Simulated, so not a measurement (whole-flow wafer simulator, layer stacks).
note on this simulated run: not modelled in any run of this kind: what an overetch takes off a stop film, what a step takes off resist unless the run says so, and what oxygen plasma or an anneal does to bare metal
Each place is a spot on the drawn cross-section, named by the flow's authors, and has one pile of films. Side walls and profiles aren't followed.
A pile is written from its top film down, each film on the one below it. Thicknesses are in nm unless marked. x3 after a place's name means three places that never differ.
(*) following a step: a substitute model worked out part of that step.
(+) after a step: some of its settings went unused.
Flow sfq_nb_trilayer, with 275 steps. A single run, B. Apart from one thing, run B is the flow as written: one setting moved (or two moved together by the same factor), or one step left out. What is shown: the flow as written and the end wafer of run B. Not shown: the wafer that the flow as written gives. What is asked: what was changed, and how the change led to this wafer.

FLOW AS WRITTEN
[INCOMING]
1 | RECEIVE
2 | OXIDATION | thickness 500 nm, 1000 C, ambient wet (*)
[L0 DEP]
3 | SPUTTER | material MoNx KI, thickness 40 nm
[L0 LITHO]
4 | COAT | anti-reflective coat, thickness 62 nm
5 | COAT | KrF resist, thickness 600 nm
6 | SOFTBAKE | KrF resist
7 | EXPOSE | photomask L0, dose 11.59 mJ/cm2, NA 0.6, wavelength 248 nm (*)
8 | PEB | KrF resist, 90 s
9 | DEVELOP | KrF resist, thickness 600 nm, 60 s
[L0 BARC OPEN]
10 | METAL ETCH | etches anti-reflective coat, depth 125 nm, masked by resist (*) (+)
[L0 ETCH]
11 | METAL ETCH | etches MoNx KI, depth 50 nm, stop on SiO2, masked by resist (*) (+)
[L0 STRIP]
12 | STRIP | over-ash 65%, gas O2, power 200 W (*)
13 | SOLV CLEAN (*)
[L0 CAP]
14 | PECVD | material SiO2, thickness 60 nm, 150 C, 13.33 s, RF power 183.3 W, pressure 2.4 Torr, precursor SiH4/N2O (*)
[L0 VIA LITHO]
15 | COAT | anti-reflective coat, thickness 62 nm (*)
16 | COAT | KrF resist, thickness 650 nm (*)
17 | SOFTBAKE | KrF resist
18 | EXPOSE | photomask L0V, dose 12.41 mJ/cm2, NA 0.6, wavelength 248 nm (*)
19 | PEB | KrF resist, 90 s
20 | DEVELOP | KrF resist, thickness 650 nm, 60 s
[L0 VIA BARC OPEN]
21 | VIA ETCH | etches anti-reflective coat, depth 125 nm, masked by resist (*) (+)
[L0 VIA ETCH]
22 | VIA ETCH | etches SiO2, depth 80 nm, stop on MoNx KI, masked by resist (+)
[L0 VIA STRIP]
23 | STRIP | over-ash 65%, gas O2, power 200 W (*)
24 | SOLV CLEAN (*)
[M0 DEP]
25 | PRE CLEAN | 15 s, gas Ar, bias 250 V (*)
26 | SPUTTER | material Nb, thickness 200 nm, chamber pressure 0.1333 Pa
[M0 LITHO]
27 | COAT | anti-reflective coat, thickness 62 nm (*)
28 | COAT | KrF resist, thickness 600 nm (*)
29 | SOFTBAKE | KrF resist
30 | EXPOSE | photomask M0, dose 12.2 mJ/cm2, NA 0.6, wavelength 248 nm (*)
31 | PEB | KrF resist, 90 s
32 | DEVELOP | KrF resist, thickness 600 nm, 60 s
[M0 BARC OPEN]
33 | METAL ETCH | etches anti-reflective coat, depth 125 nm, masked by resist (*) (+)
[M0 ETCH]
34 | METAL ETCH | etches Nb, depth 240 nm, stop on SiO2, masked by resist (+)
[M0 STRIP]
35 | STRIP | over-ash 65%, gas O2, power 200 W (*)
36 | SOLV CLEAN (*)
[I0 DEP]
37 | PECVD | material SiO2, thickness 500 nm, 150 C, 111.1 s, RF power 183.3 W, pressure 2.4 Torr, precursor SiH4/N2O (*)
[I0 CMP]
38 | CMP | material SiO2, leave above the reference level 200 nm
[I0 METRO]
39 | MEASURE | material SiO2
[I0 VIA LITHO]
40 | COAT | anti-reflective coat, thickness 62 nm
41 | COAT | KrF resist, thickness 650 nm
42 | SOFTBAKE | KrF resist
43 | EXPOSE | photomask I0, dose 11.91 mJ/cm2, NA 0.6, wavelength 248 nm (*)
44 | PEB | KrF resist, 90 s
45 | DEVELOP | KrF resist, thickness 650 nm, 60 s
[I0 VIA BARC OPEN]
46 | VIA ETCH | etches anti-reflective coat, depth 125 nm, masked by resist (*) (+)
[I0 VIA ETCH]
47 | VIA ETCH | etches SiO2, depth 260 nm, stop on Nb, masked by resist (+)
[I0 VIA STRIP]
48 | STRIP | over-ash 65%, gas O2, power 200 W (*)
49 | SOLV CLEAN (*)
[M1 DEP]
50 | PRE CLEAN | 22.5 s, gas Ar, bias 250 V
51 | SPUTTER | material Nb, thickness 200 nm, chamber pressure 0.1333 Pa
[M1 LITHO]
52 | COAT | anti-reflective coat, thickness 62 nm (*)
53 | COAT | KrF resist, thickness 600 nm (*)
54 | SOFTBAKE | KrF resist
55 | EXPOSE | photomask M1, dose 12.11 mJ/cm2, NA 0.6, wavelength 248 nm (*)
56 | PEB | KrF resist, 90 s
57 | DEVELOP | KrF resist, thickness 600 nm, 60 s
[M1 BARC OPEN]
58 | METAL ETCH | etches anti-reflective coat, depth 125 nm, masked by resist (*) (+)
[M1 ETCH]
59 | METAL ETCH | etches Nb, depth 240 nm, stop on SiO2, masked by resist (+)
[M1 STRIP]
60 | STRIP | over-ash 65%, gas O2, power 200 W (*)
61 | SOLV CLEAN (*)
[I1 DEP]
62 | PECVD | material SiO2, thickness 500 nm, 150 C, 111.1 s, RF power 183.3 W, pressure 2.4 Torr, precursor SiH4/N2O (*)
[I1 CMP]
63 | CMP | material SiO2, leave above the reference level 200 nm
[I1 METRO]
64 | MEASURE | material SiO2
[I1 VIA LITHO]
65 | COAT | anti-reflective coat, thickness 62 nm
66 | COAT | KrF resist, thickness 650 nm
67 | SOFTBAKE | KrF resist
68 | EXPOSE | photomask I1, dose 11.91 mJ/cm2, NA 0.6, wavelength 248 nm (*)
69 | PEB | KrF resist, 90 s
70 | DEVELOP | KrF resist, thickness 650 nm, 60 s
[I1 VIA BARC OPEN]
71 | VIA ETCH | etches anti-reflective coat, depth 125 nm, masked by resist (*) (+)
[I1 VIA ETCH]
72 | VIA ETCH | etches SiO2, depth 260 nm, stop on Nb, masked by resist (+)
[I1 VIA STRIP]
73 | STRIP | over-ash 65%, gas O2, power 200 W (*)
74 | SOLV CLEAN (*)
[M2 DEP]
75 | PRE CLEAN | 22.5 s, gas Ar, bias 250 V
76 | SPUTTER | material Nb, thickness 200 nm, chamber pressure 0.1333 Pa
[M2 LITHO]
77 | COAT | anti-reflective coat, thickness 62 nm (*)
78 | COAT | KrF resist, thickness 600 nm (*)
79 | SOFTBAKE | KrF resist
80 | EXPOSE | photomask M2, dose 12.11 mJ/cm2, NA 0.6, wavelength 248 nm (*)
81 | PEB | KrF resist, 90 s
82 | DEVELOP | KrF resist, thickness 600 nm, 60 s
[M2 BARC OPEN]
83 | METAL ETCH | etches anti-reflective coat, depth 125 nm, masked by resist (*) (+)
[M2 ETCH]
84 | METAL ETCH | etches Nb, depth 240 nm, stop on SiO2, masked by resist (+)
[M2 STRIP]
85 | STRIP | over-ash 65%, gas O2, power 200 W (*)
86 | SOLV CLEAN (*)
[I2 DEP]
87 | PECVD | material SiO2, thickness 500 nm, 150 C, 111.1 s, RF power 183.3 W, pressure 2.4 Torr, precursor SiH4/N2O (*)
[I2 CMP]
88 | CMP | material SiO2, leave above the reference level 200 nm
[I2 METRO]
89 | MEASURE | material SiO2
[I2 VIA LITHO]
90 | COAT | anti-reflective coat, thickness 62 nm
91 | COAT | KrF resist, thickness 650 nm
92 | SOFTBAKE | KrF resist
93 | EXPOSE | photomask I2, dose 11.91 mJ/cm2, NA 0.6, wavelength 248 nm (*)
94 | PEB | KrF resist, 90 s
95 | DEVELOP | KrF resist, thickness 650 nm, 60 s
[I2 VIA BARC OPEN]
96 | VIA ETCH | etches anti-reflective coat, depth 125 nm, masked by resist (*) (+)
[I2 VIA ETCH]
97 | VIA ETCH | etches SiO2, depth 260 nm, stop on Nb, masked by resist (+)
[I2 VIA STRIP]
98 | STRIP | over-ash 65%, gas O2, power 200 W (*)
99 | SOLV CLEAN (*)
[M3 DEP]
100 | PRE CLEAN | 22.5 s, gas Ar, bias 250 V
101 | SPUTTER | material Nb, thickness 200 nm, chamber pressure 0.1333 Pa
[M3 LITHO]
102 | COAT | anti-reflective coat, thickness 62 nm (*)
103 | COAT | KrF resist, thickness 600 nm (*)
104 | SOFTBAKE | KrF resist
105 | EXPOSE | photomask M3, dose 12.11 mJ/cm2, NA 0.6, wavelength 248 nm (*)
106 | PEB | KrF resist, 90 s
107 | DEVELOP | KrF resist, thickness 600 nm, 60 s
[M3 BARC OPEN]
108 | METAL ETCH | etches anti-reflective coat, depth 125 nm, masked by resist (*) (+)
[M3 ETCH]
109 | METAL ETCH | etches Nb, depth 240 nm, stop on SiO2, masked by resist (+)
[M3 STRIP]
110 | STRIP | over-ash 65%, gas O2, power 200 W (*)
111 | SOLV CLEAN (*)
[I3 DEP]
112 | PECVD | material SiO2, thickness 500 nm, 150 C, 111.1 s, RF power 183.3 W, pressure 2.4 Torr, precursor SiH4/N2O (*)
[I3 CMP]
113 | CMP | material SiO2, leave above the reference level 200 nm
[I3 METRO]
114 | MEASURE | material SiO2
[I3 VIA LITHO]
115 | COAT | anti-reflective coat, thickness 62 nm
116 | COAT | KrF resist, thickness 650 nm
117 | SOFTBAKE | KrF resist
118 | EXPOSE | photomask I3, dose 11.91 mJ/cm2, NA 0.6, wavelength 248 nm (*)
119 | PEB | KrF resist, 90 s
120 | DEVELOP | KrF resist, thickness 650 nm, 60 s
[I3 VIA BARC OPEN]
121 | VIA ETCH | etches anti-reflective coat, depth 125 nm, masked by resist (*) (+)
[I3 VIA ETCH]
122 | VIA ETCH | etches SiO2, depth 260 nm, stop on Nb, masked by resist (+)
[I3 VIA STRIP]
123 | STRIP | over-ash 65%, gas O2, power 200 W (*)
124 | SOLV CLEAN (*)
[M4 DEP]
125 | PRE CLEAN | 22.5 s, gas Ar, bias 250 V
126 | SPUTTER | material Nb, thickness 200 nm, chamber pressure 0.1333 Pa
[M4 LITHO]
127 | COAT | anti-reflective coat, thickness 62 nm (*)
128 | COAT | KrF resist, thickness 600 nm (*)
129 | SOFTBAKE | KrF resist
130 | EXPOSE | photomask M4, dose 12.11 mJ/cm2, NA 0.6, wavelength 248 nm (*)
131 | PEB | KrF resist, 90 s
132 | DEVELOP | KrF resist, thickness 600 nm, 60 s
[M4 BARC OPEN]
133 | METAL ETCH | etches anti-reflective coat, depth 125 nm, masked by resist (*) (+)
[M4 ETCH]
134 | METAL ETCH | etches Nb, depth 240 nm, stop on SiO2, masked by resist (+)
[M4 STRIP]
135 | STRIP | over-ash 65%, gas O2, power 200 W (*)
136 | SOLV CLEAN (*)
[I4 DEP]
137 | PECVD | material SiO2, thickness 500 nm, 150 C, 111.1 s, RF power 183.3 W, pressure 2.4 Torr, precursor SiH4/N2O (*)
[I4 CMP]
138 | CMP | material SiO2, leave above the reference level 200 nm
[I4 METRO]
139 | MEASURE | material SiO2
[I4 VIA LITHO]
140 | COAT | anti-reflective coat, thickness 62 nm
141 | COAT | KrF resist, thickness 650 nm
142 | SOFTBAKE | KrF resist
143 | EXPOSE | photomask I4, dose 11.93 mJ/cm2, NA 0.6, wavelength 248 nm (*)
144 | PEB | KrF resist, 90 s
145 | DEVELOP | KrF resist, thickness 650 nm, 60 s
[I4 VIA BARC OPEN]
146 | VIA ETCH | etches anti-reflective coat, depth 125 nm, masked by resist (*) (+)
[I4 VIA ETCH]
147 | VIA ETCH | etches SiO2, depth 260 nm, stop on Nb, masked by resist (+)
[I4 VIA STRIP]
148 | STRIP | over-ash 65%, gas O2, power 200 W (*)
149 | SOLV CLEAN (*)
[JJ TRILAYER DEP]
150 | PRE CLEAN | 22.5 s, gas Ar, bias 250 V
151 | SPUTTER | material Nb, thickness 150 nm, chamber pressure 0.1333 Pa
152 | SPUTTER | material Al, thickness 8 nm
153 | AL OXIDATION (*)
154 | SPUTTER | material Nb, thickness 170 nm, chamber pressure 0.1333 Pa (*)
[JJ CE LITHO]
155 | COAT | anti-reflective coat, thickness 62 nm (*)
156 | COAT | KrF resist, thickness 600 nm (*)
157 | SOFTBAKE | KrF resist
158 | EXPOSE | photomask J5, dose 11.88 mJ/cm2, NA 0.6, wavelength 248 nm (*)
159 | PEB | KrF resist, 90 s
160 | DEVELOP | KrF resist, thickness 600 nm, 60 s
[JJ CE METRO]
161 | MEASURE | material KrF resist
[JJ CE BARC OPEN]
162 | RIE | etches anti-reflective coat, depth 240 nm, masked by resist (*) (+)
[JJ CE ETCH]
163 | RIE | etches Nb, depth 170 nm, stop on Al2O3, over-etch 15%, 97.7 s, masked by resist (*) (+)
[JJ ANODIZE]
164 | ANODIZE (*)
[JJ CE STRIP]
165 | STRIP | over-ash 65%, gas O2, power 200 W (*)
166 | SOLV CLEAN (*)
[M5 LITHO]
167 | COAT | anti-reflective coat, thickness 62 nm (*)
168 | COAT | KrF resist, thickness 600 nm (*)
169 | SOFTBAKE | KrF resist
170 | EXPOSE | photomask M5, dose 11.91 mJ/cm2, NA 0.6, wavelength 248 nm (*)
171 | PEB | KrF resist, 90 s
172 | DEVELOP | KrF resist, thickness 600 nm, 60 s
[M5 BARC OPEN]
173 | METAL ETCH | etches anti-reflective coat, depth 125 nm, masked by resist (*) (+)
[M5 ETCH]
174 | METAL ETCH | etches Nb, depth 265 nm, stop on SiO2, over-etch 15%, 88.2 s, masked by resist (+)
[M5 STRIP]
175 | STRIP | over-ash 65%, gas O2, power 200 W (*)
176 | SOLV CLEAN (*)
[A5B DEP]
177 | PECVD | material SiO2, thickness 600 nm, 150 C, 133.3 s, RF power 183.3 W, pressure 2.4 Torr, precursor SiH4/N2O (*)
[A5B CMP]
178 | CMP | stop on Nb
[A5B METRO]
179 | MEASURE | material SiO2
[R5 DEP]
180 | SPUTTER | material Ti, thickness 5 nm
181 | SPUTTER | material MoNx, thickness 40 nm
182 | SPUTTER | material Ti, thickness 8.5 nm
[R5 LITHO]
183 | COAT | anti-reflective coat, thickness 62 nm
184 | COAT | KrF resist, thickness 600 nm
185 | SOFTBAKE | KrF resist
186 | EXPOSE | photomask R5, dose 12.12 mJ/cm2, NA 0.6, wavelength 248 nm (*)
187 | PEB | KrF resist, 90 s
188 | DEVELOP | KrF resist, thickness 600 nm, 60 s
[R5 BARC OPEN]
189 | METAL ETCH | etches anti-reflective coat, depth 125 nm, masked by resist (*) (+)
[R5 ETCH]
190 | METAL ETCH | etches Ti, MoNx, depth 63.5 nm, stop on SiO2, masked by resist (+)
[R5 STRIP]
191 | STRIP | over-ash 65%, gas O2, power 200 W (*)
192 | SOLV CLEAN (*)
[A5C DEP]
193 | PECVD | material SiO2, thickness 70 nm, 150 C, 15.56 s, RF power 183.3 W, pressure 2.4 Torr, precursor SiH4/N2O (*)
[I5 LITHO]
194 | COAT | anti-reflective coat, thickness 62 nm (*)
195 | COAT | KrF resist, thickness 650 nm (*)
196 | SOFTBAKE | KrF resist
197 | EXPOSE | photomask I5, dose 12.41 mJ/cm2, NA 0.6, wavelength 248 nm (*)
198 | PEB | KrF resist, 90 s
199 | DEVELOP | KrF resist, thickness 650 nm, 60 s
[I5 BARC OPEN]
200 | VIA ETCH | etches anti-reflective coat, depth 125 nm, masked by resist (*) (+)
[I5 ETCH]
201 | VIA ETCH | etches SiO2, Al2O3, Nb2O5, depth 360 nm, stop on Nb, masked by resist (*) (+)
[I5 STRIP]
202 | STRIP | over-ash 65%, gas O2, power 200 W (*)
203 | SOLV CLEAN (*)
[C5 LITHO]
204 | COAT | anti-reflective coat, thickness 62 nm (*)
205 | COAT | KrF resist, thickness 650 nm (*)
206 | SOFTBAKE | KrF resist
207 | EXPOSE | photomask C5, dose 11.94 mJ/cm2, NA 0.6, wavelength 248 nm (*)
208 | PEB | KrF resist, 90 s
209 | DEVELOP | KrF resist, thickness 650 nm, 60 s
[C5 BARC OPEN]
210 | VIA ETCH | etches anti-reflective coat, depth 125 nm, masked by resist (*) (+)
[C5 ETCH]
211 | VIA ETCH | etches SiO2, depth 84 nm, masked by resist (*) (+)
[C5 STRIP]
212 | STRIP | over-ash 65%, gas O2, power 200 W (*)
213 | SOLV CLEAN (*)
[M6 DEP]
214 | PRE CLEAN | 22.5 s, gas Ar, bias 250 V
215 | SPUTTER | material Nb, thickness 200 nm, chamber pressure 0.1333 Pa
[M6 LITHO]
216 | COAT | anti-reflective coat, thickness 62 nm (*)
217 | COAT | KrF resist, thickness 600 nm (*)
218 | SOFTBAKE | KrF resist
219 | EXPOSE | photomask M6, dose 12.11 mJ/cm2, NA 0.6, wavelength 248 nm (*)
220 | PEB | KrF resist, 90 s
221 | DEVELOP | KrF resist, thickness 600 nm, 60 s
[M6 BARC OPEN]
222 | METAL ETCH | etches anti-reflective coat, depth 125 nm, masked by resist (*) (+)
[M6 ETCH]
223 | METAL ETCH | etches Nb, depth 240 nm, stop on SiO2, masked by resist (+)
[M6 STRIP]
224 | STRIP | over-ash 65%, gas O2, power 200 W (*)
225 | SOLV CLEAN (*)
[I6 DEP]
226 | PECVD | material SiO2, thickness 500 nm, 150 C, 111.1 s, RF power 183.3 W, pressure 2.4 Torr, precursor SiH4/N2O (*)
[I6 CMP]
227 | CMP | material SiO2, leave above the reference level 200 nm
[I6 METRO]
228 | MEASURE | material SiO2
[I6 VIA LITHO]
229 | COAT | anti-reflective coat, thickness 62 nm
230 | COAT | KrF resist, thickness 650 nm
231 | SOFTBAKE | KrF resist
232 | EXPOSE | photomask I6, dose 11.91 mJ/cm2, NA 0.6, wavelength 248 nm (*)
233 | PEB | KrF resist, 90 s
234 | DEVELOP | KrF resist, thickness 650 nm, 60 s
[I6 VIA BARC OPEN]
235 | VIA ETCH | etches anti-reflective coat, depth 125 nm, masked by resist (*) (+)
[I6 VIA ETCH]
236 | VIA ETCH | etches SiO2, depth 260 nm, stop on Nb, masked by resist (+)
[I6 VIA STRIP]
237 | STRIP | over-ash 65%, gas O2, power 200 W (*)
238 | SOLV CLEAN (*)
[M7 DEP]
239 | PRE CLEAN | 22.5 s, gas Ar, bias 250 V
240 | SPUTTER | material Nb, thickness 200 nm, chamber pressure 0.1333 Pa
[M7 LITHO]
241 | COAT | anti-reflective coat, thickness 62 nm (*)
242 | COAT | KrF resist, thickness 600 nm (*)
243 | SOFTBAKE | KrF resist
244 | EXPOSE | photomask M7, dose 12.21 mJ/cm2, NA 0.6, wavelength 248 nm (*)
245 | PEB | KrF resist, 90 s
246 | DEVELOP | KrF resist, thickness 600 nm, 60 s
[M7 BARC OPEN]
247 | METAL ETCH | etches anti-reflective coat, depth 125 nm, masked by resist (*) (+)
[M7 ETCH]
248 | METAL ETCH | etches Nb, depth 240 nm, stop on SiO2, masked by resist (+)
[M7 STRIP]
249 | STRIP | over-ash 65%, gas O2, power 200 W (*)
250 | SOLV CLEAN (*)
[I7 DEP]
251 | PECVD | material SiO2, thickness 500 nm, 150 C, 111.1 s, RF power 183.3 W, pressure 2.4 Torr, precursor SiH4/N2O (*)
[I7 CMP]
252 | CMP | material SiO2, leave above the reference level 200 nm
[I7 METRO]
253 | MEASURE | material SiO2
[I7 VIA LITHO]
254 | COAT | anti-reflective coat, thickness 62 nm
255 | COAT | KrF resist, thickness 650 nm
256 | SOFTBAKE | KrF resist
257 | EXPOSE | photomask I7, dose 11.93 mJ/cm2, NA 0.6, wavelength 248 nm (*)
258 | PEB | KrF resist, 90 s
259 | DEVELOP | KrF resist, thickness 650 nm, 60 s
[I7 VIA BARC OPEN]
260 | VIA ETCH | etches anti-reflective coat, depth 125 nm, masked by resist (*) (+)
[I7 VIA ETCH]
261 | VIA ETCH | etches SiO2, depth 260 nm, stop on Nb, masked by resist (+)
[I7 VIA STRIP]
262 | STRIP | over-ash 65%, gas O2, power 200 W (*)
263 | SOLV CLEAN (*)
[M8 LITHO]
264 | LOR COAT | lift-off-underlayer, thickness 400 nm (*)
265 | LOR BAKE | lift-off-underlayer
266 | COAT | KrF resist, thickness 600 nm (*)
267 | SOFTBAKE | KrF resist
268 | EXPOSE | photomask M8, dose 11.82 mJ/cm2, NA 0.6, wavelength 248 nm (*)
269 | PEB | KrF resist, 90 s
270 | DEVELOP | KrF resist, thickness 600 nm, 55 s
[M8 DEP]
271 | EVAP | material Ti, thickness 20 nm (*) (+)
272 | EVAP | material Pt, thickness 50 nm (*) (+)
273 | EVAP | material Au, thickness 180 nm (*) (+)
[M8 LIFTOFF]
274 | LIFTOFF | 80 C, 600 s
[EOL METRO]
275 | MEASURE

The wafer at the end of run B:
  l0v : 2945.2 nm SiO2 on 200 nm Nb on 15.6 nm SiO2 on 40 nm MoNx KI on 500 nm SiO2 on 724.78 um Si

The reason: step 22, VIA ETCH: depth 39.2 nm was run, while the flow as written has depth 80 nm.

How this came from the change, step by step:
  22 | VIA ETCH | etches SiO2, depth 80 nm, stop on MoNx KI, masked by resist (+)
      l0v: SiO2 loses 39.2 (in the flow as written it would be: SiO2 loses 59.8 (all of it))
      field_l, v_sur, via_wl and 102 more: KrF resist loses 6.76 (in the flow as written it would be: KrF resist loses 13.8)
  25 | PRE CLEAN | 15 s, gas Ar, bias 250 V (*)
      l0v: SiO2 loses 5 (in the flow as written it would be: MoNx KI loses 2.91)
  26 | SPUTTER | material Nb, thickness 200 nm, chamber pressure 0.1333 Pa
      l0v: Nb gains 200 (new film) (in the flow as written it would be: Nb gains 195.7 (new film))
  27 | COAT | anti-reflective coat, thickness 62 nm (*)
      l0_sur: anti-reflective coat gains 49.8 (new film) (in the flow as written it would be: anti-reflective coat gains 47.5 (new film))
      l0v: anti-reflective coat gains 71.9 (new film) (in the flow as written it would be: anti-reflective coat gains 78 (new film))
  35 | STRIP | over-ash 65%, gas O2, power 200 W (*)
      l0_sur: KrF resist loses 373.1 (all of it), anti-reflective coat loses 49.8 (all of it) (in the flow as written it would be: KrF resist loses 372 (all of it), anti-reflective coat loses 47.5 (all of it))
      l0v: KrF resist loses 393.2 (all of it), anti-reflective coat loses 71.9 (all of it) (in the flow as written it would be: KrF resist loses 405.3 (all of it), anti-reflective coat loses 78 (all of it))
  38 | CMP | material SiO2, leave above the reference level 200 nm
      l0v: SiO2 loses 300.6 (in the flow as written it would be: SiO2 loses 277.8)
If metal films that touch count as one body, l0v has 2 bodies (between them, from the top down: SiO2 15.6); the flow as written gives 1 body.
